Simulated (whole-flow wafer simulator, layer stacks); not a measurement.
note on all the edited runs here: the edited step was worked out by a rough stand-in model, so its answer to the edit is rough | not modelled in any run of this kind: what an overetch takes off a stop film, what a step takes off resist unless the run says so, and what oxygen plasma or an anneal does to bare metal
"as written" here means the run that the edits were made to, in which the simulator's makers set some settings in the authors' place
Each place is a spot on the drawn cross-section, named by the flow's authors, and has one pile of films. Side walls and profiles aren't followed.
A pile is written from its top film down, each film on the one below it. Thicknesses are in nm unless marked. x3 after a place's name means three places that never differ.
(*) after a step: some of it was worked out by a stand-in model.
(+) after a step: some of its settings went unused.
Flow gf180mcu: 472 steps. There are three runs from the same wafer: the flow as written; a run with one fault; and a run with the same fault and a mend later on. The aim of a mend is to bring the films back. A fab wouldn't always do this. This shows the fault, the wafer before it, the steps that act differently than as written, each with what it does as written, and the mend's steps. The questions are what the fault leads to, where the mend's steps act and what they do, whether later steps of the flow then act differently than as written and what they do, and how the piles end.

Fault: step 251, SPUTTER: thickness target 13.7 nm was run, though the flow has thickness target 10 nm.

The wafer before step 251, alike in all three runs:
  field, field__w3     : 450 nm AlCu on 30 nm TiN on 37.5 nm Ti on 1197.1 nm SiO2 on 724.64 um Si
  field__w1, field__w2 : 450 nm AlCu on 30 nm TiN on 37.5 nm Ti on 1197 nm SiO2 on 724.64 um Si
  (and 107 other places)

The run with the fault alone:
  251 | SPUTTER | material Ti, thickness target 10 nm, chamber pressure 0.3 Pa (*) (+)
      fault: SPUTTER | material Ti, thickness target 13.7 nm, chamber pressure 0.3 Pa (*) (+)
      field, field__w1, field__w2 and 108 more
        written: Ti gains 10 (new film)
        fault: Ti gains 13.7 (new film)
  Steps later in the flow that act otherwise than as written (5 other steps are not shown; they differ only slightly, by no more than 2% or 0.5 nm, whichever is larger):
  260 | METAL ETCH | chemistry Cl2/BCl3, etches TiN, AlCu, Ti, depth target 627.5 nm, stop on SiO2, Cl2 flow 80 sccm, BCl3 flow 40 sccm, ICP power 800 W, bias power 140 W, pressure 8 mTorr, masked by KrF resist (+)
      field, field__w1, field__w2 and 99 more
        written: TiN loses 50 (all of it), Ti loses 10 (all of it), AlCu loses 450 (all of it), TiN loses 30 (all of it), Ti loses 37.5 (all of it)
        fault: TiN loses 50 (all of it), Ti loses 13.7 (all of it), AlCu loses 450 (all of it), TiN loses 30 (all of it), Ti loses 37.5 (all of it)
  The piles end different from the flow's at field__w8, contact, m1 and 6 more by more than 2% or 0.5 nm, whichever is larger.
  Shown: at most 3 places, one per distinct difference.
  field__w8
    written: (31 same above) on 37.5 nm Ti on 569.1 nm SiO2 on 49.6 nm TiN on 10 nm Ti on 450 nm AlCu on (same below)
    fault: (31 same above) on 37.5 nm Ti on 565.4 nm SiO2 on 49.6 nm TiN on 13.7 nm Ti on 450 nm AlCu on (same below)
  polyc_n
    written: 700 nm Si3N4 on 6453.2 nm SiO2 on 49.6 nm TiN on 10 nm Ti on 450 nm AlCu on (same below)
    fault: 700 nm Si3N4 on 6449.5 nm SiO2 on 49.6 nm TiN on 13.7 nm Ti on 450 nm AlCu on (same below)
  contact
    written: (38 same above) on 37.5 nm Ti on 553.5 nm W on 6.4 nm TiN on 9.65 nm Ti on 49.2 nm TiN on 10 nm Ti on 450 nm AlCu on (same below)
    fault: (38 same above) on 37.5 nm Ti on 549.8 nm W on 6.42 nm TiN on 9.67 nm Ti on 49.2 nm TiN on 13.7 nm Ti on 450 nm AlCu on (same below)

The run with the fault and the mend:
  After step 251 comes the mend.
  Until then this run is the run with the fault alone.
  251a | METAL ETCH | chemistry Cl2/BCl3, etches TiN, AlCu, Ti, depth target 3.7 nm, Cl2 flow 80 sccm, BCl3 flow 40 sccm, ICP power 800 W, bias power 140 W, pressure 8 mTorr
      field, field__w1, field__w2 and 108 more
        Ti loses 3.7
  Every later step of the flow that is run acts as written at every place that is followed.
  The piles end the same as the flow's at every place that both follow.
